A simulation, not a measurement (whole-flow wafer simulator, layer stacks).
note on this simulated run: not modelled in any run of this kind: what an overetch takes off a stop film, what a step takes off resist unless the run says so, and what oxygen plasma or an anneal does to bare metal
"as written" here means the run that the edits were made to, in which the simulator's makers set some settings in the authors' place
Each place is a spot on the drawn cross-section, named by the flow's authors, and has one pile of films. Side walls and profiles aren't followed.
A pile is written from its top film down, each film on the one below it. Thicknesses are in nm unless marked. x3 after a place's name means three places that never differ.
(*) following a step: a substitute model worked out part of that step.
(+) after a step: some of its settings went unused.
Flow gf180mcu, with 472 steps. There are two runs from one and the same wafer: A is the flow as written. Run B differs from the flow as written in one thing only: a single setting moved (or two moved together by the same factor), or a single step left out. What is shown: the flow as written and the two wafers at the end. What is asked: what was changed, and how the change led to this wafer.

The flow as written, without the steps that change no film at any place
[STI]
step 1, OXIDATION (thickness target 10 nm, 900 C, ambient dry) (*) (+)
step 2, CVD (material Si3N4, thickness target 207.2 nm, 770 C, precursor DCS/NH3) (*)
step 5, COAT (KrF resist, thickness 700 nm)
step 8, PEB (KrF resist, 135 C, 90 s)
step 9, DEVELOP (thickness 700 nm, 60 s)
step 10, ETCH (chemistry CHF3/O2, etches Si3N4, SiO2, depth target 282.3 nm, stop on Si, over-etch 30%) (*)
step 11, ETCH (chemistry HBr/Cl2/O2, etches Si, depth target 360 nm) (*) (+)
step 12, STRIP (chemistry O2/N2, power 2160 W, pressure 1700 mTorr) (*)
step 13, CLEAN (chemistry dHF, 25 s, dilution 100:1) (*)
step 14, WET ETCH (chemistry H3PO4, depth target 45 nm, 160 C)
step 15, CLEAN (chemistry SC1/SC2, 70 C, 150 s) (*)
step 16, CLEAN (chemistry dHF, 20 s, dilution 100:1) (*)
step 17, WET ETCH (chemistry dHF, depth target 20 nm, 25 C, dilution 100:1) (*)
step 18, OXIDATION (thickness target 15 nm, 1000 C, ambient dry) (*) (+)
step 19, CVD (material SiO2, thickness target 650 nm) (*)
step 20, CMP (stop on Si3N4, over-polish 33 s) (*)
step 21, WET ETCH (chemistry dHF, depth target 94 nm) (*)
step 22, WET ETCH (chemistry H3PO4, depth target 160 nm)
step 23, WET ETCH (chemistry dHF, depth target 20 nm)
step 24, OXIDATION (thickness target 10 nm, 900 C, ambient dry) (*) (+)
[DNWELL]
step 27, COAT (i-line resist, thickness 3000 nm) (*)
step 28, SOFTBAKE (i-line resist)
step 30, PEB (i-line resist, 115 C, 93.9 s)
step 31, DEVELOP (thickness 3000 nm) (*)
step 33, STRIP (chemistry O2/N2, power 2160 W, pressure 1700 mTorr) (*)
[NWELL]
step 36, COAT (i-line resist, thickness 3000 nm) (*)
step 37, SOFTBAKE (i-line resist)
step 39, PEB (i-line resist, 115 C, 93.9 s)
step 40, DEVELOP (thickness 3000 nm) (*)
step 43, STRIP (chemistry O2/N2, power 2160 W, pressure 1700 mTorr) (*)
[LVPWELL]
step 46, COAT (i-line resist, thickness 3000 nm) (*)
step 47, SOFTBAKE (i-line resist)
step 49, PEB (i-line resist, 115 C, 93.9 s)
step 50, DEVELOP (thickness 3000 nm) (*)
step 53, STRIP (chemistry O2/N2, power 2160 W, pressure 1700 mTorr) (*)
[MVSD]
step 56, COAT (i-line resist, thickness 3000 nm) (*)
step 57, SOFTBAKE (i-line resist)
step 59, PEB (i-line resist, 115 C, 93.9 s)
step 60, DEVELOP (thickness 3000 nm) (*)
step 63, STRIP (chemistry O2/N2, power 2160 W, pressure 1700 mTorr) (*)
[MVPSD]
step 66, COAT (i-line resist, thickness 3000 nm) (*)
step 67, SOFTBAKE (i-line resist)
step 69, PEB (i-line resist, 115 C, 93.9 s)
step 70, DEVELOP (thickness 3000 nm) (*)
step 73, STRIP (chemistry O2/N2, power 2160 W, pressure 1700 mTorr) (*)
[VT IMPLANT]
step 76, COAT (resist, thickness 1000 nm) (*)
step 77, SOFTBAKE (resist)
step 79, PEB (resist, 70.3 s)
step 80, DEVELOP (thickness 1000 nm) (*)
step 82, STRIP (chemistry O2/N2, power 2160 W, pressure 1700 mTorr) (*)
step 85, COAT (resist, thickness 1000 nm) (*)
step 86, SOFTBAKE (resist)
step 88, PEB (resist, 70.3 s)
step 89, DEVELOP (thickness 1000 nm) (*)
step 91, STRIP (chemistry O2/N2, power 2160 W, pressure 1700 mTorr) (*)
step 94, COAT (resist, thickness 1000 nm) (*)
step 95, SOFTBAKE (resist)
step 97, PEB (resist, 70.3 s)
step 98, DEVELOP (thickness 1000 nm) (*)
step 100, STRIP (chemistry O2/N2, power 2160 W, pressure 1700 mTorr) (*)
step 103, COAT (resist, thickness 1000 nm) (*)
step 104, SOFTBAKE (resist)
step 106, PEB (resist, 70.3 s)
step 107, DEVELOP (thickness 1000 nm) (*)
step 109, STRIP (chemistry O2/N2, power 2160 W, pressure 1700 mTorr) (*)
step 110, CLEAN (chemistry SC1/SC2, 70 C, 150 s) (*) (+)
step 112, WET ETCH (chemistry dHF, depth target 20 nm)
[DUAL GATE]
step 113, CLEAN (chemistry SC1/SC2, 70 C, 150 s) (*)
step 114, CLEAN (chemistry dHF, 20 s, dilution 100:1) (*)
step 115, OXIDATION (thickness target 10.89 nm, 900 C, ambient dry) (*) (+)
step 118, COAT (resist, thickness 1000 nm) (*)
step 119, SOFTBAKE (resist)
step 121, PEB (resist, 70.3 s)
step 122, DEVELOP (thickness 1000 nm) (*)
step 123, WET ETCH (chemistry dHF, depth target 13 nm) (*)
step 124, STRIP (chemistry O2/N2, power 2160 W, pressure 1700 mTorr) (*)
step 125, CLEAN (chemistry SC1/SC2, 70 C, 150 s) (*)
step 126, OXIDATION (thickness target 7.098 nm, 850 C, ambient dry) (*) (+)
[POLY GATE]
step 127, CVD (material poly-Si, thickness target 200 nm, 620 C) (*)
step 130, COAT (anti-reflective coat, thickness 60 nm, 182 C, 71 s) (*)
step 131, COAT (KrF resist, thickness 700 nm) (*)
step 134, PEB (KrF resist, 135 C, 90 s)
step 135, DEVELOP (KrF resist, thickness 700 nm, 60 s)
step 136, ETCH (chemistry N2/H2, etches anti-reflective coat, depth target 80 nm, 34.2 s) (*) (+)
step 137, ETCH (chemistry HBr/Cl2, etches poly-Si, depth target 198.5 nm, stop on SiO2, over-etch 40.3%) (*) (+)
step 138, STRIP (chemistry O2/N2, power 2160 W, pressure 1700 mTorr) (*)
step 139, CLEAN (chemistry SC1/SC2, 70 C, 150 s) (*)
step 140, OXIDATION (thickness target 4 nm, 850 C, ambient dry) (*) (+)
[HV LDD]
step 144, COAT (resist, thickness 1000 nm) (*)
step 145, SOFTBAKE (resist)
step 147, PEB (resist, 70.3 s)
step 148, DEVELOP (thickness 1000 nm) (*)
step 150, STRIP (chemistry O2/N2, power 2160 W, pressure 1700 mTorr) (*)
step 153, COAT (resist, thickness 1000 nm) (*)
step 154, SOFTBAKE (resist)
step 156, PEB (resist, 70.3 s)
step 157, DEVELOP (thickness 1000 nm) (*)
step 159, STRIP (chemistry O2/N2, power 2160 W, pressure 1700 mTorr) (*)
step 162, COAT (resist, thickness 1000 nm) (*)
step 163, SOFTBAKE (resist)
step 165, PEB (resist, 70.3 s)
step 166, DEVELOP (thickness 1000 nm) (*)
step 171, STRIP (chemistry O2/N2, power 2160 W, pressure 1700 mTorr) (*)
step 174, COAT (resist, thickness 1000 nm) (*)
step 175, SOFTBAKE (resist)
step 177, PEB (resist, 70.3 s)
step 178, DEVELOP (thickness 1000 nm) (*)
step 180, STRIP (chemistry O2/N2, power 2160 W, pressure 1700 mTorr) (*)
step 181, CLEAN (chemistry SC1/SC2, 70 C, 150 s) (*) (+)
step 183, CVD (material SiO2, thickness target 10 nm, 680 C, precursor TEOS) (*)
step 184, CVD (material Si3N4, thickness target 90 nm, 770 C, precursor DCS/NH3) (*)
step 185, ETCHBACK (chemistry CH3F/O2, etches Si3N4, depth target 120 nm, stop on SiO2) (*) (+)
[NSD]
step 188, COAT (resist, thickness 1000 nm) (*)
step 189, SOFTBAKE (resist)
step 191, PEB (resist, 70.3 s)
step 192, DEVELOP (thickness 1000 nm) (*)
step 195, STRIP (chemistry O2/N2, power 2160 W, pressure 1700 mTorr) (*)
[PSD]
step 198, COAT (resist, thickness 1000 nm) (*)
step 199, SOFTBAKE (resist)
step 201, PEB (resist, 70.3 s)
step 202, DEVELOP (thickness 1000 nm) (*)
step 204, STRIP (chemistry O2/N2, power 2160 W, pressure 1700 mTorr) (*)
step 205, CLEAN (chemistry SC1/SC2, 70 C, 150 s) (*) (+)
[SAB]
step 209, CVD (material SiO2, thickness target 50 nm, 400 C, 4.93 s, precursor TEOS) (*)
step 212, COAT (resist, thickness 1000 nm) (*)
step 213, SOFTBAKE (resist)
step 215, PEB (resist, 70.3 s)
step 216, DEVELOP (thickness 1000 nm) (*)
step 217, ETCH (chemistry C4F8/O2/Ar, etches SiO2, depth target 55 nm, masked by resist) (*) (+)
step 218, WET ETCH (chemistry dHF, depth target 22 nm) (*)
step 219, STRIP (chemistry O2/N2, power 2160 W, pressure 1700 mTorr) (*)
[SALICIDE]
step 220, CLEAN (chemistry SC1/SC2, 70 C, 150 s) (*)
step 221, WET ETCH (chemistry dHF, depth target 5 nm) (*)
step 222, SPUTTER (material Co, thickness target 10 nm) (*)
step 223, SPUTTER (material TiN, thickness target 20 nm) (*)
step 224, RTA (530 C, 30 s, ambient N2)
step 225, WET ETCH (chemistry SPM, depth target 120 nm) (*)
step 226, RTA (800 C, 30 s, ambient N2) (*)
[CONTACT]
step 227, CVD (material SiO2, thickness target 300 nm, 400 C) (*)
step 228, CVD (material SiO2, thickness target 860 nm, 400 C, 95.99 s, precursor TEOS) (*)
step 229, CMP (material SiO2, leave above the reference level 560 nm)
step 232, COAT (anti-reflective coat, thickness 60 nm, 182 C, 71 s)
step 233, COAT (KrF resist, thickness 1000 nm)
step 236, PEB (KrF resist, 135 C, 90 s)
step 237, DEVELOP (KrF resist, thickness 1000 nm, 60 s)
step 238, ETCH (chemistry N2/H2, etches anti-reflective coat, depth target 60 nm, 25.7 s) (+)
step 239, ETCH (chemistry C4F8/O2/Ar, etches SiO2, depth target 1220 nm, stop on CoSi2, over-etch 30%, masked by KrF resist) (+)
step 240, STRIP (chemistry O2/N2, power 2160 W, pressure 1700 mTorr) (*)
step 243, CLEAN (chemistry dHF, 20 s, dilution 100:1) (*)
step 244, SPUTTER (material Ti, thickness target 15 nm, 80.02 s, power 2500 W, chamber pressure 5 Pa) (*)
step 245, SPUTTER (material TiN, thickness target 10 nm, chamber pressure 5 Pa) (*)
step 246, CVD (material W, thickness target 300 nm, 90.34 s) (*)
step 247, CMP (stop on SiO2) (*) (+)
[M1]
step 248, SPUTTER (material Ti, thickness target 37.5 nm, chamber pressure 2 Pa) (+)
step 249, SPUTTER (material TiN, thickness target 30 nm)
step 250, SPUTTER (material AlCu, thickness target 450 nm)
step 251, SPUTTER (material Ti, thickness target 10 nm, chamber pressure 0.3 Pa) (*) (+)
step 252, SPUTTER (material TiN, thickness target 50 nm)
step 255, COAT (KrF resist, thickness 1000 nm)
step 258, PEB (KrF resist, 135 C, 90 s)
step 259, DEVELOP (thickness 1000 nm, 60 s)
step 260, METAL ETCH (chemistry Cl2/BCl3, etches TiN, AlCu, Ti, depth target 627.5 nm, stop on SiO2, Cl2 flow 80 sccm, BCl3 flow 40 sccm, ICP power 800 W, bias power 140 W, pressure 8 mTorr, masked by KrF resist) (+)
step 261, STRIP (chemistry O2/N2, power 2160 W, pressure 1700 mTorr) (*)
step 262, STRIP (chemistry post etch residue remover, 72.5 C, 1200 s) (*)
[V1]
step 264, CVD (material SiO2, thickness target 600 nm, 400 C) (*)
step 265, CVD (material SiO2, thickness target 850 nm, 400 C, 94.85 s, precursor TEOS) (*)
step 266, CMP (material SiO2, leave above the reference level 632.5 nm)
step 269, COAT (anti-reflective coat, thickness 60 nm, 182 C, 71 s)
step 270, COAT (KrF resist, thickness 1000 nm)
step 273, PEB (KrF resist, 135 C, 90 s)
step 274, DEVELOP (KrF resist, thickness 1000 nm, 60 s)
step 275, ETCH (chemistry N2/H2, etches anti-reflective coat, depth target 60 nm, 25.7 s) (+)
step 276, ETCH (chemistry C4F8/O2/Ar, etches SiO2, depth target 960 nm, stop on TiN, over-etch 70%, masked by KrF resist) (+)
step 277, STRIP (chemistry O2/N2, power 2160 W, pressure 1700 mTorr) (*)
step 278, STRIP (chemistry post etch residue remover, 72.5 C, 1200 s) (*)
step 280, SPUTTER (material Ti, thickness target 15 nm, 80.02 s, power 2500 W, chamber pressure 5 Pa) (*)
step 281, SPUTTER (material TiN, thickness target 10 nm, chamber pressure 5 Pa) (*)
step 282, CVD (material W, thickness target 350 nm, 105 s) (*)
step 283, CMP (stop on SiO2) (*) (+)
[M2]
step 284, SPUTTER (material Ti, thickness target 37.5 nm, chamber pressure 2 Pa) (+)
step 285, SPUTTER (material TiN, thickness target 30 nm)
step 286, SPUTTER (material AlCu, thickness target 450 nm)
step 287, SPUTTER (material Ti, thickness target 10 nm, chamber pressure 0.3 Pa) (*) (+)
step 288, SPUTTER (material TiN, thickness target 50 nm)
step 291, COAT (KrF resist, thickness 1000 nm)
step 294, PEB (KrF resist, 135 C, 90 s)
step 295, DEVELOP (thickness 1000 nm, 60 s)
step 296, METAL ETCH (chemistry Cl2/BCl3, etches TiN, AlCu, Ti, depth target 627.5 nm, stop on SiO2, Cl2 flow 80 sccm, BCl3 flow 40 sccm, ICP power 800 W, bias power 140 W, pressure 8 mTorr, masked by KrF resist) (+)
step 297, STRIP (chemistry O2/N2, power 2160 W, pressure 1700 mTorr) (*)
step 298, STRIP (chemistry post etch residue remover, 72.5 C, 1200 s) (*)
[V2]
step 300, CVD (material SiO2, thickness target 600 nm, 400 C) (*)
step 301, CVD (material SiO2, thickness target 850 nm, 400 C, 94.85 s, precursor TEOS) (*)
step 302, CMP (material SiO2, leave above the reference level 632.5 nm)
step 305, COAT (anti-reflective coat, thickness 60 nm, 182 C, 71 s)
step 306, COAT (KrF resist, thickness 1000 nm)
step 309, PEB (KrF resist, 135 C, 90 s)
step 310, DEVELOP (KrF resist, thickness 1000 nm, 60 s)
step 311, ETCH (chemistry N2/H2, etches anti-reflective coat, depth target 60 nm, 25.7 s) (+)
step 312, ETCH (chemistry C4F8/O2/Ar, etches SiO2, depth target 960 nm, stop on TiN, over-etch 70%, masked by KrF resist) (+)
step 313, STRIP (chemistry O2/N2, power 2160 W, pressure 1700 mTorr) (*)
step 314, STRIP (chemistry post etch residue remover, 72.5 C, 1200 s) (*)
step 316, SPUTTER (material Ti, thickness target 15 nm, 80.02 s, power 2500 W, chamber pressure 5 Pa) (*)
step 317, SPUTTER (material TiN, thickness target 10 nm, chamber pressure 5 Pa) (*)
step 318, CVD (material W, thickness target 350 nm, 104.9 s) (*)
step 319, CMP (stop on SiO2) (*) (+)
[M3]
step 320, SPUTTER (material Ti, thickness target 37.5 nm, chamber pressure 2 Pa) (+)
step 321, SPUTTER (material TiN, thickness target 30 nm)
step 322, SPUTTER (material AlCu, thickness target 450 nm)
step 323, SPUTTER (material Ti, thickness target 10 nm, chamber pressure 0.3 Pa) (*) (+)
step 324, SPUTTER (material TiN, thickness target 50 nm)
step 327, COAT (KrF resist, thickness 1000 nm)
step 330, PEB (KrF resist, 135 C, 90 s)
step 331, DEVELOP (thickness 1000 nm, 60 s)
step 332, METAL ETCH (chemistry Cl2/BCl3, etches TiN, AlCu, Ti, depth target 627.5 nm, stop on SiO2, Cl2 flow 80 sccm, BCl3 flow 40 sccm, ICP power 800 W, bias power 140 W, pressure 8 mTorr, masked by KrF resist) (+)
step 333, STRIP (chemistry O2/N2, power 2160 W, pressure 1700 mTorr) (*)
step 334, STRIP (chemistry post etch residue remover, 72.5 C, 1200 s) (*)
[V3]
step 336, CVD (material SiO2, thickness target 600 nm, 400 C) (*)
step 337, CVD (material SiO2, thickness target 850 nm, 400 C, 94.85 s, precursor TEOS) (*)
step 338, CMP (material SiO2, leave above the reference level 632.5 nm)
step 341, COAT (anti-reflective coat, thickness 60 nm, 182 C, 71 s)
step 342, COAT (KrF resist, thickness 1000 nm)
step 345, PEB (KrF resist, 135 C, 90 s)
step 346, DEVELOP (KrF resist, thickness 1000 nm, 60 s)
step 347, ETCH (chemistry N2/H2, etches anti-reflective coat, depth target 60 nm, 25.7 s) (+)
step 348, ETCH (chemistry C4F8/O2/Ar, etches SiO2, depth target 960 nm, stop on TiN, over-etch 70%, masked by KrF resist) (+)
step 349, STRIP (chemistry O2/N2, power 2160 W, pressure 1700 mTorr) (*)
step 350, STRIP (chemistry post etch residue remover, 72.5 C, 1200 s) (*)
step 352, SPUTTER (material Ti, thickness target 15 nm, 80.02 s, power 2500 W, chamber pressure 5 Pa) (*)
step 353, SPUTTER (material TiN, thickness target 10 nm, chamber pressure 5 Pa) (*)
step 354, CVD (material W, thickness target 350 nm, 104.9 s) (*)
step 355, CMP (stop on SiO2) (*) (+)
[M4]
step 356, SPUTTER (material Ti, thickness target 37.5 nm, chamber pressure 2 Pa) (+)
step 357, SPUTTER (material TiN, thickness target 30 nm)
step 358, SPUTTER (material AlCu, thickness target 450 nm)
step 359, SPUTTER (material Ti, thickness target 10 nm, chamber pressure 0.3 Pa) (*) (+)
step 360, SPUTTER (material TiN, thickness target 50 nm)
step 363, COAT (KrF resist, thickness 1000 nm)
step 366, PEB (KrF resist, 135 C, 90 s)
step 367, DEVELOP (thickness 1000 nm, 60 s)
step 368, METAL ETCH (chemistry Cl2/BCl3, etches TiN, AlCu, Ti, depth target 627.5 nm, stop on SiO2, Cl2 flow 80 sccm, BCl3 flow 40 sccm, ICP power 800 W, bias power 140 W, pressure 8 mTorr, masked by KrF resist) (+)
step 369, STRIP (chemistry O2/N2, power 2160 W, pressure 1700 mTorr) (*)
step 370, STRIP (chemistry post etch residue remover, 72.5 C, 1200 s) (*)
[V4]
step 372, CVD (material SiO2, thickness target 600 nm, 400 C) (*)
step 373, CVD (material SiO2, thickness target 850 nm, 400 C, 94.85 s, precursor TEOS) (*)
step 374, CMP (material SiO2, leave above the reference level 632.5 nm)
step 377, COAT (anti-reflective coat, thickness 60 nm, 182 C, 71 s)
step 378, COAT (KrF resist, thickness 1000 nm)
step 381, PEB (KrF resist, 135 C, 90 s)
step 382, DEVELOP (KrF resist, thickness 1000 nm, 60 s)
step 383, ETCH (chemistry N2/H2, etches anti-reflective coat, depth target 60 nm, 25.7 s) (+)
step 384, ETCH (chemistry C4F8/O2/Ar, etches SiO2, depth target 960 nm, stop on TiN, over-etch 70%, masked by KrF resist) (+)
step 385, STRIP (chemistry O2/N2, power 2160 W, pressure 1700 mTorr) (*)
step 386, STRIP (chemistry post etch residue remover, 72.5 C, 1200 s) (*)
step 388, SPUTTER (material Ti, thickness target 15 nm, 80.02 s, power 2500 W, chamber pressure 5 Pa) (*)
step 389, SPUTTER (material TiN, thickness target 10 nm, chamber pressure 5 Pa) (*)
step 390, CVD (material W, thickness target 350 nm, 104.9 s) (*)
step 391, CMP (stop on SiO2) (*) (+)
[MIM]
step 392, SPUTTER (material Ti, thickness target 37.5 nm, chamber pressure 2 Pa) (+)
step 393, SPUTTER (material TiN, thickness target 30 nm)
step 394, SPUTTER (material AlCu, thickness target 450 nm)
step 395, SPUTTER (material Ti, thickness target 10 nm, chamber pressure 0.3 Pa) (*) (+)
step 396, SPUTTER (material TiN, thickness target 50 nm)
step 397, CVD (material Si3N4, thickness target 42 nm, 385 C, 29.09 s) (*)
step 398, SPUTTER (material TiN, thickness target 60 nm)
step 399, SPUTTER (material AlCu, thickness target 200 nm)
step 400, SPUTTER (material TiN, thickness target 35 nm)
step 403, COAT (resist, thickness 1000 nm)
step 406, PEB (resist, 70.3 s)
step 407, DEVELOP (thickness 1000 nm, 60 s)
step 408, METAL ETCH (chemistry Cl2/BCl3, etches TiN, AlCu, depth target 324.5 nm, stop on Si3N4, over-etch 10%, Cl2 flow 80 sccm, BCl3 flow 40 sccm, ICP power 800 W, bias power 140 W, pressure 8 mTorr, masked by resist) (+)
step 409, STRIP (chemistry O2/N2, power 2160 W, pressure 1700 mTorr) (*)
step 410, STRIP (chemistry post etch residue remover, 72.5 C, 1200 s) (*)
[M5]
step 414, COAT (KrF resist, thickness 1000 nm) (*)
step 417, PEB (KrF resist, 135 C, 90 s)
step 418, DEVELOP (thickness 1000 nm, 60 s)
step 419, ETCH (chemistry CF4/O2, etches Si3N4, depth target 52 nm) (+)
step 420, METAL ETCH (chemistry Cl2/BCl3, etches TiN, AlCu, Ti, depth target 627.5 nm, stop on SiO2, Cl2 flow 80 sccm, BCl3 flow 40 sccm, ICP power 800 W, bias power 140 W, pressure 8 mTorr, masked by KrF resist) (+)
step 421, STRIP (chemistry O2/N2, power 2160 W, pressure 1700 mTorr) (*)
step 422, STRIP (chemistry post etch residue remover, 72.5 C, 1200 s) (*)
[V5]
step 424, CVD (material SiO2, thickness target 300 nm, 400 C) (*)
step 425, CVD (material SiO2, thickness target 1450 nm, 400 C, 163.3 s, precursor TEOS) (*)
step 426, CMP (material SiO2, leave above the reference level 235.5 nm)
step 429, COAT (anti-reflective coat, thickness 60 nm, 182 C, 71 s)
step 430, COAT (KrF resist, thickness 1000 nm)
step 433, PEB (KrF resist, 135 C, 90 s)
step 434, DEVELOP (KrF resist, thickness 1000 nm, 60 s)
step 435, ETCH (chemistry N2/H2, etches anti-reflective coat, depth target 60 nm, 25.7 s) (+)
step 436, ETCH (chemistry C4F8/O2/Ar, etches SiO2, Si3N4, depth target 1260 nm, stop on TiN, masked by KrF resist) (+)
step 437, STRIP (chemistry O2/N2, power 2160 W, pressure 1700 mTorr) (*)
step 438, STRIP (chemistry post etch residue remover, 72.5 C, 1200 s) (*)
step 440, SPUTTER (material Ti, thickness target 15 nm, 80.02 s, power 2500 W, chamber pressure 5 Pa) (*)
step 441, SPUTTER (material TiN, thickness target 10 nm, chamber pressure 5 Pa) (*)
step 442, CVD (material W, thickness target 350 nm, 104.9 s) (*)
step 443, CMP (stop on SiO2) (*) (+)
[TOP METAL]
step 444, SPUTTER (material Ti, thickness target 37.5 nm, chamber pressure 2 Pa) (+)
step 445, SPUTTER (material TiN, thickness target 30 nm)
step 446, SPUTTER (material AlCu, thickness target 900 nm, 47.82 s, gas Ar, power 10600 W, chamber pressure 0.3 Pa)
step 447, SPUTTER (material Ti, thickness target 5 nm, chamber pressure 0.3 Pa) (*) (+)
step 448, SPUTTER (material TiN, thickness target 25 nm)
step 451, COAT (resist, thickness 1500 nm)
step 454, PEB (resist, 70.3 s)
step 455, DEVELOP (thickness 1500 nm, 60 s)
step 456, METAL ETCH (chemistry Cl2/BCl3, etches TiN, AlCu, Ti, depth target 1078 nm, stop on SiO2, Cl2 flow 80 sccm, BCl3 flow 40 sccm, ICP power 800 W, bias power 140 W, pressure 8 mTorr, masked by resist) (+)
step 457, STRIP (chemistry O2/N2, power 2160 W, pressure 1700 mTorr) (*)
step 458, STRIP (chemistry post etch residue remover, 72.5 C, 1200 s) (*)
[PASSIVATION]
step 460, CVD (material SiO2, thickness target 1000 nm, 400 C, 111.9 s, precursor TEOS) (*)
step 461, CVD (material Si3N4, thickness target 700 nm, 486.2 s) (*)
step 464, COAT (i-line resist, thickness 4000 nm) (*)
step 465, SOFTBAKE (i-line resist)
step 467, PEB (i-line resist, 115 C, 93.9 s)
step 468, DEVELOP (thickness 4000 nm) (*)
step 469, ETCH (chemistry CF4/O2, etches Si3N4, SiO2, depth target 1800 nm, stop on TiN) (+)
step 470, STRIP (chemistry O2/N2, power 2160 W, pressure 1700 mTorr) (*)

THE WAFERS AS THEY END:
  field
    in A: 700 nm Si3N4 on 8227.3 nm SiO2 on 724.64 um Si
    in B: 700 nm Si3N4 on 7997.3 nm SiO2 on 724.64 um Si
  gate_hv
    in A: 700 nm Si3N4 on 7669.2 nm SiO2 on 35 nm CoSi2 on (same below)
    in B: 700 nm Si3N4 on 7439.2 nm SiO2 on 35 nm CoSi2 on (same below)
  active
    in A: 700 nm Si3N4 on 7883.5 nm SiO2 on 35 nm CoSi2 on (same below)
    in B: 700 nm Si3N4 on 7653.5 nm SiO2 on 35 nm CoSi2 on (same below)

The reason: step 286, SPUTTER: thickness target 220 nm was run, whereas the flow has thickness target 450 nm.

How this came from the change, step by step:
  step 286, SPUTTER (material AlCu, thickness target 450 nm)
      field, field__w1, field__w2 and 108 more: A AlCu gains 450 (new film) | B AlCu gains 220 (new film)
  step 296, METAL ETCH (chemistry Cl2/BCl3, etches TiN, AlCu, Ti, depth target 627.5 nm, stop on SiO2, Cl2 flow 80 sccm, BCl3 flow 40 sccm, ICP power 800 W, bias power 140 W, pressure 8 mTorr, masked by KrF resist) (+)
      field, field__w1, field__w2 and 103 more: A TiN loses 50 (all of it), Ti loses 10 (all of it), AlCu loses 450 (all of it), TiN loses 30 (all of it), Ti loses 37.5 (all of it) | B TiN loses 50 (all of it), Ti loses 10 (all of it), AlCu loses 220 (all of it), TiN loses 30 (all of it), Ti loses 37.5 (all of it)
      field__w8, contact, m1, m1__w1, m1_nw: A KrF resist loses 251 | B KrF resist loses 208.5
  step 297, STRIP (chemistry O2/N2, power 2160 W, pressure 1700 mTorr) (*)
      field__w8, contact, m1, m1__w1, m1_nw: A KrF resist loses 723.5 (all of it) | B KrF resist loses 766 (all of it)
  step 302, CMP (material SiO2, leave above the reference level 632.5 nm)
      field, field__w1, field__w2 and 103 more: A SiO2 loses 300 | B SiO2 loses 530
